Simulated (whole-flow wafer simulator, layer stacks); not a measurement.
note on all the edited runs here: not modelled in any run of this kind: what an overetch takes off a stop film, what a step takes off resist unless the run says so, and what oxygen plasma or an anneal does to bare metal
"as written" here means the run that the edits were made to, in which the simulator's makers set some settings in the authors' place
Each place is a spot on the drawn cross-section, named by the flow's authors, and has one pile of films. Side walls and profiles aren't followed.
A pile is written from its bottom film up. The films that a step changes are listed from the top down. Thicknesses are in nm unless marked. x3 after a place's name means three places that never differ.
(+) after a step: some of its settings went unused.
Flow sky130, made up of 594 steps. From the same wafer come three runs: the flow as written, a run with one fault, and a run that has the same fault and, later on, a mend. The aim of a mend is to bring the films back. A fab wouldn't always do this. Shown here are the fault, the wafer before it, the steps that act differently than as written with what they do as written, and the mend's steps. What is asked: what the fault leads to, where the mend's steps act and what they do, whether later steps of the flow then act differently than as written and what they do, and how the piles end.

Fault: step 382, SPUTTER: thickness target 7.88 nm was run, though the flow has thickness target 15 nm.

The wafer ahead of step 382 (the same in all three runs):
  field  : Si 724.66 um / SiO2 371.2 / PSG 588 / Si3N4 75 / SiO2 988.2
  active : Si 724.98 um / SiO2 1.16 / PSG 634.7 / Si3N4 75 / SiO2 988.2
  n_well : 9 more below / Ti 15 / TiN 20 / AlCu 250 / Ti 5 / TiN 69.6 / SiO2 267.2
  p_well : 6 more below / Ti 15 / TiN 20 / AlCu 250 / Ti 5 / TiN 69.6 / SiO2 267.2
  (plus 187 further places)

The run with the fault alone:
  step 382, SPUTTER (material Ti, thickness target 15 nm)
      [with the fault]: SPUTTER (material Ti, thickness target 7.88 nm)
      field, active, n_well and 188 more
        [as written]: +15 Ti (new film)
        [with the fault]: +7.88 Ti (new film)
  Steps later in the flow that act otherwise than as written (15 more steps, not shown, differ only slightly: by at most 2% or 0.5 nm, whichever is larger):
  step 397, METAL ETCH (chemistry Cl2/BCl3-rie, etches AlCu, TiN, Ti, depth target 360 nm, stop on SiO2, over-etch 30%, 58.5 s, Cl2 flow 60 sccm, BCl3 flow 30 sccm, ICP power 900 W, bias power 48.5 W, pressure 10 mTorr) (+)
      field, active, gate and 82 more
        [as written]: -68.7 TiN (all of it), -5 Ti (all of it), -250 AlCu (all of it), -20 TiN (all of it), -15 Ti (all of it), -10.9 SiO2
        [with the fault]: -68.7 TiN (all of it), -5 Ti (all of it), -250 AlCu (all of it), -20 TiN (all of it), -7.88 Ti (all of it), -11.6 SiO2
  The piles end different from the flow's at n_well, p_well, gate_hv and 103 more by more than 2% or 0.5 nm, whichever is larger.
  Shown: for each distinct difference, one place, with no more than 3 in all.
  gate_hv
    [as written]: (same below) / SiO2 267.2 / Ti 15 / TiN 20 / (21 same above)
    [with the fault]: (same below) / SiO2 267.2 / Ti 7.88 / TiN 20 / (21 same above)
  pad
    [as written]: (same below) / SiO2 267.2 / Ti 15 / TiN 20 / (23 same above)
    [with the fault]: (same below) / SiO2 267.2 / Ti 7.88 / TiN 20 / (23 same above)
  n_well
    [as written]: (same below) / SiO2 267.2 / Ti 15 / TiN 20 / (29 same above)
    [with the fault]: (same below) / SiO2 267.2 / Ti 7.88 / TiN 20 / (29 same above)

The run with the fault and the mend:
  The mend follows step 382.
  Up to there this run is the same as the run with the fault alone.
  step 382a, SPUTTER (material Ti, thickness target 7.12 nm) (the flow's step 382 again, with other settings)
      field, active, n_well and 188 more
        +7.12 Ti
  Every later step of the flow that is run acts as written at every place that is followed.
  By the end, the piles equal the flow's at every place that both follow.
